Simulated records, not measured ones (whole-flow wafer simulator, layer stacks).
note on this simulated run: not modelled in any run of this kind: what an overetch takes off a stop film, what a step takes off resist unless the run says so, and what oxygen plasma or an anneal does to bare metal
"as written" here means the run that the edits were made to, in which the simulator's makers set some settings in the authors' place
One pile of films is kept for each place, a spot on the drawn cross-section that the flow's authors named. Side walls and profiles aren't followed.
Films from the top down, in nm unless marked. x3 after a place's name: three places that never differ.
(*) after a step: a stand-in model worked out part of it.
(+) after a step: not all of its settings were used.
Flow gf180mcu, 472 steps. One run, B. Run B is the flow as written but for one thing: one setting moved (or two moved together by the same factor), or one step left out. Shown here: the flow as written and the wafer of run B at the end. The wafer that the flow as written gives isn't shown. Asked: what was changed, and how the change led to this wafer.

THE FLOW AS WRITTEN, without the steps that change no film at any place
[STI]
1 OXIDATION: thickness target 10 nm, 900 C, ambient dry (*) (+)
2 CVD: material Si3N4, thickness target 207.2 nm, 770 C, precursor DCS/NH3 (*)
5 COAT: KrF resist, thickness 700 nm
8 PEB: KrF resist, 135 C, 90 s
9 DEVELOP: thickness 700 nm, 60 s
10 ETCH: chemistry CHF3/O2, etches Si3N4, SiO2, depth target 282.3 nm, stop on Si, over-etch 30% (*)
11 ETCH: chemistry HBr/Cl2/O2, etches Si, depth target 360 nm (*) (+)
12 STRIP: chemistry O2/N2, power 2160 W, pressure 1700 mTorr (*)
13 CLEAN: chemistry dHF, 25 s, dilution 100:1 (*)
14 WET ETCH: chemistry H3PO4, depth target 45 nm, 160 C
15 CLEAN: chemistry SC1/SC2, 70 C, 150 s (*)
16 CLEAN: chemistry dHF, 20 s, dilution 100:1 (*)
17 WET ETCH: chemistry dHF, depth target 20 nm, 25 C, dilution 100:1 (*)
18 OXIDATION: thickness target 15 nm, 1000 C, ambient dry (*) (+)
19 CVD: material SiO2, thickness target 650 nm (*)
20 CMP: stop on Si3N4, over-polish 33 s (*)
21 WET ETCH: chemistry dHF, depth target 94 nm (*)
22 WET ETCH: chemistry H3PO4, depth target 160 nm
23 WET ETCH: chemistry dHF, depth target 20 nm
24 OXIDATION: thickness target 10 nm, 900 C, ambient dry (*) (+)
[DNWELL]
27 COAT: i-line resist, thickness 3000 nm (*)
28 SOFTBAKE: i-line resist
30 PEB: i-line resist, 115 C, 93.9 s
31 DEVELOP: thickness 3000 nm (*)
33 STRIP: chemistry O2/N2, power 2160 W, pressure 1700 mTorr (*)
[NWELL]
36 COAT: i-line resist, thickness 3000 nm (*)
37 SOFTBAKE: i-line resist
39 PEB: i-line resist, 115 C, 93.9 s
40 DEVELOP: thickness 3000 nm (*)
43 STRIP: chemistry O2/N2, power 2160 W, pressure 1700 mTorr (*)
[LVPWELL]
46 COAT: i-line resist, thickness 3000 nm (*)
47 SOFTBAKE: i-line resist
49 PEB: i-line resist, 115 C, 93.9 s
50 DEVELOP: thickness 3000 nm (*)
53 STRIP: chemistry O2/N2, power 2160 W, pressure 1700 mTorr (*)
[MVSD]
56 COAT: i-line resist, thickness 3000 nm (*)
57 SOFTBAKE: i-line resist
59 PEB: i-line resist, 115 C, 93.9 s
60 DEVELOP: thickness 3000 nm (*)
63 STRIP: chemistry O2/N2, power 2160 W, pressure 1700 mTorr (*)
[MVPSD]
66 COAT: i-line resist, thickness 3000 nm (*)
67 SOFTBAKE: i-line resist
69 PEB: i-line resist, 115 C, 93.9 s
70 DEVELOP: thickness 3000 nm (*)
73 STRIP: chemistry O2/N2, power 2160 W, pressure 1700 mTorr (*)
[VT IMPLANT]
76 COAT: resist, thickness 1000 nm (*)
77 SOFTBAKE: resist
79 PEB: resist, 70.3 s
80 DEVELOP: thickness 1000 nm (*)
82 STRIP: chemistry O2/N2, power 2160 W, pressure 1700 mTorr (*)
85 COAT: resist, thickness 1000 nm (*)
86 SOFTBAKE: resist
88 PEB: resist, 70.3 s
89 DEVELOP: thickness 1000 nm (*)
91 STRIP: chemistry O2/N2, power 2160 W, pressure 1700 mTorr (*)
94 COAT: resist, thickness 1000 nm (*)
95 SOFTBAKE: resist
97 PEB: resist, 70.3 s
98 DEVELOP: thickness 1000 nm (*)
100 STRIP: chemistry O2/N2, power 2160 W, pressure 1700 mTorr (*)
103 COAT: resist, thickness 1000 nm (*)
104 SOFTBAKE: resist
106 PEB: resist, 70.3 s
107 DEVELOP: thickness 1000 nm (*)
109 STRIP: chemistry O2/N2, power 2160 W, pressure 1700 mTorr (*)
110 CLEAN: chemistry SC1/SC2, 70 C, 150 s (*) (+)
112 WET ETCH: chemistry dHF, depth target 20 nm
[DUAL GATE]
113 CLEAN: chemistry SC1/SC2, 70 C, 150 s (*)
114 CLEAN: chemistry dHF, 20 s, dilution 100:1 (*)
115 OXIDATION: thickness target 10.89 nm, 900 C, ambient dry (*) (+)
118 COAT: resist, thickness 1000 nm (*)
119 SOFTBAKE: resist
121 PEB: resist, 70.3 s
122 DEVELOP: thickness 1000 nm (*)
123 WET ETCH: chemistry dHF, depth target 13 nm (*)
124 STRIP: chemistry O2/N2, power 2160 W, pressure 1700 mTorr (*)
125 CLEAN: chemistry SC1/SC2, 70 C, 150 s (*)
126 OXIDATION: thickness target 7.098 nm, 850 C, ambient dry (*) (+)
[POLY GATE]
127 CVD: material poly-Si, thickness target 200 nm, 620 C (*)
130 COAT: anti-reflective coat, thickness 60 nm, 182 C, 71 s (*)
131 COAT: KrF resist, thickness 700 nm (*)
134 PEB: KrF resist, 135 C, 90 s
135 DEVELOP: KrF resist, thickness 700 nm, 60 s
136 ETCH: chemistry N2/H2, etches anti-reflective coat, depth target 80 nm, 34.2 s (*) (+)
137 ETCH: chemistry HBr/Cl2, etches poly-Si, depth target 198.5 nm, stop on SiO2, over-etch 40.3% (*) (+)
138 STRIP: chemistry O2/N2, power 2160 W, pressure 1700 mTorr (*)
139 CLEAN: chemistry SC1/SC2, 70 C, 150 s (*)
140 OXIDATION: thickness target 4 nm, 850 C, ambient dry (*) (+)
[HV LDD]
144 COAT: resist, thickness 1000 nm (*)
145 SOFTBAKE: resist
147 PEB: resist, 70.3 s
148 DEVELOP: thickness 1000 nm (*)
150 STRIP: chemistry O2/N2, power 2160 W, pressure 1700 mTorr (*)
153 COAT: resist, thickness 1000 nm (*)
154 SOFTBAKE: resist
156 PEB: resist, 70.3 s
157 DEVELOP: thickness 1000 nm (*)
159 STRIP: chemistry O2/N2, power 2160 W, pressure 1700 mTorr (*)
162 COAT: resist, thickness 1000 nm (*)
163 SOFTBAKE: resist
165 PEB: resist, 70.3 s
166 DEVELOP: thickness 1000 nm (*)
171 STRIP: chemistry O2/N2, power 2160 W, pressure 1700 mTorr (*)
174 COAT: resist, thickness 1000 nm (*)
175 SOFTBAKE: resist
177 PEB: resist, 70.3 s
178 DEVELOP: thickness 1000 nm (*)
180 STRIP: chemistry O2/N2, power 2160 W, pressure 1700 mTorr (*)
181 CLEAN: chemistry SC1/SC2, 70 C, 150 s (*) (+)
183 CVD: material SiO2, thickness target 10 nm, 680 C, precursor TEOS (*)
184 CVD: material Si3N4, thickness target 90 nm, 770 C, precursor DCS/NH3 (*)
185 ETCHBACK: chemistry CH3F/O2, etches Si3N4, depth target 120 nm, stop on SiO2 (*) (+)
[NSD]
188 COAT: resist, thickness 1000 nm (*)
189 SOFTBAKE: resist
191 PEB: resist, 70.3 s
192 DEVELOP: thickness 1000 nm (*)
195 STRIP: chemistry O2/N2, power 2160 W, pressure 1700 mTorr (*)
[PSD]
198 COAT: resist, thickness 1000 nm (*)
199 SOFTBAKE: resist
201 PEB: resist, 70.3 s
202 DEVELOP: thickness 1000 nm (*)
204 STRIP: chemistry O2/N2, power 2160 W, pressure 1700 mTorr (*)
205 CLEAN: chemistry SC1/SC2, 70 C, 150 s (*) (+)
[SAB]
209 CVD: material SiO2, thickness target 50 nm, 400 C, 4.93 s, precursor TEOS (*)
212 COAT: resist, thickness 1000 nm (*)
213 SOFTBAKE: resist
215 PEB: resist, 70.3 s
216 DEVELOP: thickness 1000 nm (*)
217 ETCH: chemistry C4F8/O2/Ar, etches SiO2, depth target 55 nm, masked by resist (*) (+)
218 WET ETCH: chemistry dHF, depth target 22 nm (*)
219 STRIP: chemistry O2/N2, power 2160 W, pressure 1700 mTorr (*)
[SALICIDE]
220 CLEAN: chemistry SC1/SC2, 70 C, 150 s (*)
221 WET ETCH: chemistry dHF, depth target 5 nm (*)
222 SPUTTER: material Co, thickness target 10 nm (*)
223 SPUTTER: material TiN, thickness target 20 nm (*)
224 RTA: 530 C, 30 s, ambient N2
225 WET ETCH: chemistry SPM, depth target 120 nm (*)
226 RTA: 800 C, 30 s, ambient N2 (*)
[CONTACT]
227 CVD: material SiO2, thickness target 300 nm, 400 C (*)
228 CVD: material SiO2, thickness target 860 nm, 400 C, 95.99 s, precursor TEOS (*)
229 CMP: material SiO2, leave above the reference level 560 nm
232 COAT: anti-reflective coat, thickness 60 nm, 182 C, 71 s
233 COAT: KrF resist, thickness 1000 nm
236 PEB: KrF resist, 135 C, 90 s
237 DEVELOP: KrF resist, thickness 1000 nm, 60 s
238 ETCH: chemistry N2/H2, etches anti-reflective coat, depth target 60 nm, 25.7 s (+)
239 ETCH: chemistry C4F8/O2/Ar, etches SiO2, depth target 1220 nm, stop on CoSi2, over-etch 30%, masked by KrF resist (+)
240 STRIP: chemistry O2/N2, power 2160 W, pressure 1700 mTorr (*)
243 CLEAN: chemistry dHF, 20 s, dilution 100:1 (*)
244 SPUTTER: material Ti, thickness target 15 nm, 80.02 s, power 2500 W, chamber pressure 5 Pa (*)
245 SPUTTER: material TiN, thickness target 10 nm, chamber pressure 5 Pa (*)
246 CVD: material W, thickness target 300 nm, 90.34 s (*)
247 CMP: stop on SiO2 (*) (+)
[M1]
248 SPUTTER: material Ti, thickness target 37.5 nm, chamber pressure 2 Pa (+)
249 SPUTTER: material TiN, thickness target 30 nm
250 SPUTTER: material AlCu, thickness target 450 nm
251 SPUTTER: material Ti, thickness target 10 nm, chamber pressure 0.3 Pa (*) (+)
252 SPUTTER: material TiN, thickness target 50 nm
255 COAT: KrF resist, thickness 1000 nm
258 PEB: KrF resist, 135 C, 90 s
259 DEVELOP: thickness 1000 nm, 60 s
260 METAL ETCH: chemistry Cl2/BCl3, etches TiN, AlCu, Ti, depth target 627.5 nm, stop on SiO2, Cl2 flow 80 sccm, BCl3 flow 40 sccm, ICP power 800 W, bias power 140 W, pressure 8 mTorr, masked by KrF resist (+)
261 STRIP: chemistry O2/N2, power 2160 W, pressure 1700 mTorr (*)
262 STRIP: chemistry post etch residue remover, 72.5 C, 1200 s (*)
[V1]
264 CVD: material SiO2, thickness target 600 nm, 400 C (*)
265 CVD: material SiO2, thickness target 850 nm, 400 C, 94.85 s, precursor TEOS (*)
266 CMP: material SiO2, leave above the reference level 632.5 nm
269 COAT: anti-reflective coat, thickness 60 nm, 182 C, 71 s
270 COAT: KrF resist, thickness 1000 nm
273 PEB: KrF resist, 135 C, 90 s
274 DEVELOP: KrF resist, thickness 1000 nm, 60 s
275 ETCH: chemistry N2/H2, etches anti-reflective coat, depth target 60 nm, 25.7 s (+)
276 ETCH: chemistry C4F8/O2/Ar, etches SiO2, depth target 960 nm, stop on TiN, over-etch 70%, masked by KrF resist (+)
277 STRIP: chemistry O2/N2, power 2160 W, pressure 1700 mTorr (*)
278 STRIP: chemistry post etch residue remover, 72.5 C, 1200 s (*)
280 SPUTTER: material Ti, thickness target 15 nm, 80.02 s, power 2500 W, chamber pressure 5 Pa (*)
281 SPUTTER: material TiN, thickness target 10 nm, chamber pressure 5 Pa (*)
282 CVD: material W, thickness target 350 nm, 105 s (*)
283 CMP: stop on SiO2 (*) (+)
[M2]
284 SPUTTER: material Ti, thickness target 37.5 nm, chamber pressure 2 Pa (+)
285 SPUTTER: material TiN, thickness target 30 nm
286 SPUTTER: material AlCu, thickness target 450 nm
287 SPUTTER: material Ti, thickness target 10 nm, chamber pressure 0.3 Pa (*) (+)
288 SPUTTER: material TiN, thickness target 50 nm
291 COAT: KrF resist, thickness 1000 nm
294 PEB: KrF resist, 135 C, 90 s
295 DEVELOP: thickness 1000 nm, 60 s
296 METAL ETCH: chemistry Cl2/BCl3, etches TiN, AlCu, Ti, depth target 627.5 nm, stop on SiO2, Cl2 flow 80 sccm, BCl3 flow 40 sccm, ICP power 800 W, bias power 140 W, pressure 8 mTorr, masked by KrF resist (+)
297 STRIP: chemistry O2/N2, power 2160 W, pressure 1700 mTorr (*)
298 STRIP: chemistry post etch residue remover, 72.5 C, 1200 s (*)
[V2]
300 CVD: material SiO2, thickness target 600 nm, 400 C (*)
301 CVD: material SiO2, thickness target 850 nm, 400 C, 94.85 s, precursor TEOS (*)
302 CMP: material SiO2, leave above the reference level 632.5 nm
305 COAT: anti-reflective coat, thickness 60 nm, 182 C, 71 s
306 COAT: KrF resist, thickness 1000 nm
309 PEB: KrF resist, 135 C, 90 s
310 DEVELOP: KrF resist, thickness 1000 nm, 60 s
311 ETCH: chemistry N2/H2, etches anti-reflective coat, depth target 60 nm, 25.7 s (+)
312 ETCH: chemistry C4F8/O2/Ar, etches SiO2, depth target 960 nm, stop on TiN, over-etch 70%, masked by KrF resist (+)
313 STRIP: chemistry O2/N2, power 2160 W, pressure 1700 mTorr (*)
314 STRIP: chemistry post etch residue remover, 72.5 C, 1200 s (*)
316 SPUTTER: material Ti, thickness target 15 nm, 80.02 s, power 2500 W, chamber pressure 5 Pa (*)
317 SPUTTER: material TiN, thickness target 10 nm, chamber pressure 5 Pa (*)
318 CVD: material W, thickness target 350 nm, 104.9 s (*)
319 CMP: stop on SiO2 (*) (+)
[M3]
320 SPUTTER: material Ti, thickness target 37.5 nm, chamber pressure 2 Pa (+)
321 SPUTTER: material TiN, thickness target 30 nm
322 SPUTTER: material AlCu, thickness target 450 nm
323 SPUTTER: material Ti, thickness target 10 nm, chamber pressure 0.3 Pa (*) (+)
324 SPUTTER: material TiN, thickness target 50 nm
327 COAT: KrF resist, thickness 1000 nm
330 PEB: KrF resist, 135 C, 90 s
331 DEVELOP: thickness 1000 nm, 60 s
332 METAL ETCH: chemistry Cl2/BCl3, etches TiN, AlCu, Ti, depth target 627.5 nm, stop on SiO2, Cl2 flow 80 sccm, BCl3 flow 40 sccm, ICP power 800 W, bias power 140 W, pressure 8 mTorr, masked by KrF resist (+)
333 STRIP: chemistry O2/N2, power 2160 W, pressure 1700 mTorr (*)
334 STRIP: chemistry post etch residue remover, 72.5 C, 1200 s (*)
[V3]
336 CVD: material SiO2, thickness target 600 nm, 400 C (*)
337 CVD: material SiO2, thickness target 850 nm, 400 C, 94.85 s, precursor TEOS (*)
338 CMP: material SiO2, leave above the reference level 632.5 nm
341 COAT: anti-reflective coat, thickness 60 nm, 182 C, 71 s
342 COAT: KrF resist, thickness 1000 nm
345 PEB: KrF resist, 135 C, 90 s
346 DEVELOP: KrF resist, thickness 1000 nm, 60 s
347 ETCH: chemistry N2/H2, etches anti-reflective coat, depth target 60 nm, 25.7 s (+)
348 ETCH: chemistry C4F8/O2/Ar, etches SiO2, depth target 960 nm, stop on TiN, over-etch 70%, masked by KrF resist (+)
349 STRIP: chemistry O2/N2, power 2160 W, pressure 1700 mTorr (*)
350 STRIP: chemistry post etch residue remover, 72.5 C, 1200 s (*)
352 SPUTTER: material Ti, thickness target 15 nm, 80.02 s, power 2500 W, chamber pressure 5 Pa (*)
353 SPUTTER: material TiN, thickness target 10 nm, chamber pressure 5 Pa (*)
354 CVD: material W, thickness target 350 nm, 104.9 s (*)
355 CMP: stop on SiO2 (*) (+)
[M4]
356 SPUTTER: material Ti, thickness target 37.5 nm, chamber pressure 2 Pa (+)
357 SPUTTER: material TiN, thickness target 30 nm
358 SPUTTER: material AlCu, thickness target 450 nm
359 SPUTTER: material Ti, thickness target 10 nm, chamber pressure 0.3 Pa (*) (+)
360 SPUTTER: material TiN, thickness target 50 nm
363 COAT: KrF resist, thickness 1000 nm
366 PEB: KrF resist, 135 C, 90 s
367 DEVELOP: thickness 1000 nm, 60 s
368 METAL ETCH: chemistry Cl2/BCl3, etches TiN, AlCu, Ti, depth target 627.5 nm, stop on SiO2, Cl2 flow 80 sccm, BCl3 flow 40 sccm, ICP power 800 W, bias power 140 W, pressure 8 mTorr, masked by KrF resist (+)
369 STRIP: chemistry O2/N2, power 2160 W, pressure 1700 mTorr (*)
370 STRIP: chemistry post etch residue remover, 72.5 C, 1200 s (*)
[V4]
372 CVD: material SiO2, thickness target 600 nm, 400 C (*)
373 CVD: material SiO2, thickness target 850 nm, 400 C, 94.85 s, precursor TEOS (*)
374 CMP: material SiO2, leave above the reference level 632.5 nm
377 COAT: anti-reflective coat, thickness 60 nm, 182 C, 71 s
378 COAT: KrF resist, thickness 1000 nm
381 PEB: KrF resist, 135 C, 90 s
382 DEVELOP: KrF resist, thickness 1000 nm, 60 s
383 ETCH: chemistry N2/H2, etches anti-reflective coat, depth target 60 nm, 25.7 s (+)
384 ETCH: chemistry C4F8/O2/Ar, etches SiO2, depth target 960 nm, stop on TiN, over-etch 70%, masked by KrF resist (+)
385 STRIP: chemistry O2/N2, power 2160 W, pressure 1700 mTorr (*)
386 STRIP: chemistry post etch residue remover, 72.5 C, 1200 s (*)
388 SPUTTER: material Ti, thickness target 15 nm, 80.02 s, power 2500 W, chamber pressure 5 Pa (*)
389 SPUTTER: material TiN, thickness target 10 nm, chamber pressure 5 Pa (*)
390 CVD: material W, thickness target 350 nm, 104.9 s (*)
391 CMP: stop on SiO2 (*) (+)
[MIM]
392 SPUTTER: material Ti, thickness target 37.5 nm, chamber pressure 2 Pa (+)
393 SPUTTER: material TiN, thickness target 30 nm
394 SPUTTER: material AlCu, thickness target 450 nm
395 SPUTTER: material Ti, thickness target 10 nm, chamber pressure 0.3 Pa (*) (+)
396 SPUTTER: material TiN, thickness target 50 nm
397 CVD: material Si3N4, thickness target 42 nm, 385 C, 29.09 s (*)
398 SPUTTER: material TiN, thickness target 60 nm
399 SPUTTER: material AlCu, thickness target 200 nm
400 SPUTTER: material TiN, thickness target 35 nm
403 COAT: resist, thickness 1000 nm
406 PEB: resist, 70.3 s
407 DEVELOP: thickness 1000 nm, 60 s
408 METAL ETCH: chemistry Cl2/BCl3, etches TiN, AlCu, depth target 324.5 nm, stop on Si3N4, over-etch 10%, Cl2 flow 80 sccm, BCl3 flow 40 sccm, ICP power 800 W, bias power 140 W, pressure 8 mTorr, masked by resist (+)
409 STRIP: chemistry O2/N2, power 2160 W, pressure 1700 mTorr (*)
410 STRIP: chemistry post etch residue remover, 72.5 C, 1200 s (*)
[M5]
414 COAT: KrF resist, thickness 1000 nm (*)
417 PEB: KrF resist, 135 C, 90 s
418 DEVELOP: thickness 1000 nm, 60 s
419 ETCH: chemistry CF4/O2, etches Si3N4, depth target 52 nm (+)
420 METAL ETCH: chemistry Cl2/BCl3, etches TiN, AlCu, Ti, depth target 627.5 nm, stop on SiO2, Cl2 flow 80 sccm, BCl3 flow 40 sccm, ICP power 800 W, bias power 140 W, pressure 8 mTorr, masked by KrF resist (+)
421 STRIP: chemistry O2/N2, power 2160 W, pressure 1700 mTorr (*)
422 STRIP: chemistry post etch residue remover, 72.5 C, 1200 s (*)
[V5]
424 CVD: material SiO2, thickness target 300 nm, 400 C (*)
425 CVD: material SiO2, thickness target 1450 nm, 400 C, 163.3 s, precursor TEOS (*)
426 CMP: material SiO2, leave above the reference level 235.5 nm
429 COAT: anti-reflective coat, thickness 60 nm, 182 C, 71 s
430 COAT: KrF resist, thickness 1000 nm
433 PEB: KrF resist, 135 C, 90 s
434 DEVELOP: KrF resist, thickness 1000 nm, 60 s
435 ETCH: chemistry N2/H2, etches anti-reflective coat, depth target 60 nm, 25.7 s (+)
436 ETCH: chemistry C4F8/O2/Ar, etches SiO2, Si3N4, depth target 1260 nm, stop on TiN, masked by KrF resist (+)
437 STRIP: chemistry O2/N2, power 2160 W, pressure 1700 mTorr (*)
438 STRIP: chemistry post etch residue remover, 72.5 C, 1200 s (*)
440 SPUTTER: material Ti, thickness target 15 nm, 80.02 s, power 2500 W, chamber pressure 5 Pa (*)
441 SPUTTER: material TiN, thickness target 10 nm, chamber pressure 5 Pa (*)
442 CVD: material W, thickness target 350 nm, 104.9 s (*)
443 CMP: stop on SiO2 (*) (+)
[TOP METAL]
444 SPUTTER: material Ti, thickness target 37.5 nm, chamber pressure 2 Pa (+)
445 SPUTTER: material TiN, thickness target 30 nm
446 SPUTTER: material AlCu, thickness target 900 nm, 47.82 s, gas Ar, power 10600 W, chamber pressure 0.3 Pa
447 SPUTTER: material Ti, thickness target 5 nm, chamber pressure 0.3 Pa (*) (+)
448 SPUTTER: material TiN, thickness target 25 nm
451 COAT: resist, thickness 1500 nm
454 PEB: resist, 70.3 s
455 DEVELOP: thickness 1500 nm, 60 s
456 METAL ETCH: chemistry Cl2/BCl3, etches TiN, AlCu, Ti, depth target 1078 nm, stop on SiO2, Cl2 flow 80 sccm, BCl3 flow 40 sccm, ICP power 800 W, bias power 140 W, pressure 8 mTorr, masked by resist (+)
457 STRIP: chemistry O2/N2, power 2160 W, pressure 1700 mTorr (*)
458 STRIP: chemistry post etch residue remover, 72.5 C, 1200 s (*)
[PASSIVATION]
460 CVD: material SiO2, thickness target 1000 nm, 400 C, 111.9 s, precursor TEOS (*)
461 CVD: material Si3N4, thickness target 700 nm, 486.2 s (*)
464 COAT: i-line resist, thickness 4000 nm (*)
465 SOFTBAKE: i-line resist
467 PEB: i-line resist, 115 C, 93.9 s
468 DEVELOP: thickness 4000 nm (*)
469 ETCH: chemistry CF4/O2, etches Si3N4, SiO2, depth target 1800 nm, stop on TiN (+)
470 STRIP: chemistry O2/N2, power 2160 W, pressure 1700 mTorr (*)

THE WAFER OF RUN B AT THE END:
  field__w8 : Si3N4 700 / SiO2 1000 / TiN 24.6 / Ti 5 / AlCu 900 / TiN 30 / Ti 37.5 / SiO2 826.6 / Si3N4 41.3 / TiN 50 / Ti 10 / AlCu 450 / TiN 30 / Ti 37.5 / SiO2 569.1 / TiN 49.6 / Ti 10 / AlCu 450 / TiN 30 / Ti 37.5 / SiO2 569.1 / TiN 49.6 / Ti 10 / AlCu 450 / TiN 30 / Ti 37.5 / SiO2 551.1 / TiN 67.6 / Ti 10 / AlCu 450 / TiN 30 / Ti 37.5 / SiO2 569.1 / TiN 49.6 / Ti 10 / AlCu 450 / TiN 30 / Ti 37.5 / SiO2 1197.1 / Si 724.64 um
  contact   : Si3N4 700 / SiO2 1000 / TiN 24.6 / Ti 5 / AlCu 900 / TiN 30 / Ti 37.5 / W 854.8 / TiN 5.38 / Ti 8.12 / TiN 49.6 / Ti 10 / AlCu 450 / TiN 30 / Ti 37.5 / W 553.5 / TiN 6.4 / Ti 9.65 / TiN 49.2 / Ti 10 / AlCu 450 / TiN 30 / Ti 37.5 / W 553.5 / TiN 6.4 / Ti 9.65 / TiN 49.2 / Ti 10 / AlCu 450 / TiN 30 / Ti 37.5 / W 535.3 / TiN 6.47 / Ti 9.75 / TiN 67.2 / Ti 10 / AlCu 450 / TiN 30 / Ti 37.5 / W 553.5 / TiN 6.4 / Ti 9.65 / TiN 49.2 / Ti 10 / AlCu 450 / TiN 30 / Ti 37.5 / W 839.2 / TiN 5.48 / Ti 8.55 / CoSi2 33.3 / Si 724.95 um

The cause: step 288, SPUTTER: thickness target 68 nm was run, where the flow has thickness target 50 nm.

How the change led to this, step by step:
  288 SPUTTER: material TiN, thickness target 50 nm
      field, field__w1, field__w2 and 108 more: TiN +68 (new film) (as written it would be: TiN +50 (new film))
  296 METAL ETCH: chemistry Cl2/BCl3, etches TiN, AlCu, Ti, depth target 627.5 nm, stop on SiO2, Cl2 flow 80 sccm, BCl3 flow 40 sccm, ICP power 800 W, bias power 140 W, pressure 8 mTorr, masked by KrF resist (+)
      field, field__w1, field__w2 and 103 more: TiN -68 (all of it), Ti -10 (all of it), AlCu -450 (all of it), TiN -30 (all of it), Ti -37.5 (all of it) (as written it would be: TiN -50 (all of it), Ti -10 (all of it), AlCu -450 (all of it), TiN -30 (all of it), Ti -37.5 (all of it))
  302 CMP: material SiO2, leave above the reference level 632.5 nm
      field__w8, contact, m1, m1__w1, m1_nw: SiO2 -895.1 (as written it would be: SiO2 -877.1)
  312 ETCH: chemistry C4F8/O2/Ar, etches SiO2, depth target 960 nm, stop on TiN, over-etch 70%, masked by KrF resist (+)
      contact: SiO2 -554.5 (all of it) (as written it would be: SiO2 -572.5 (all of it))
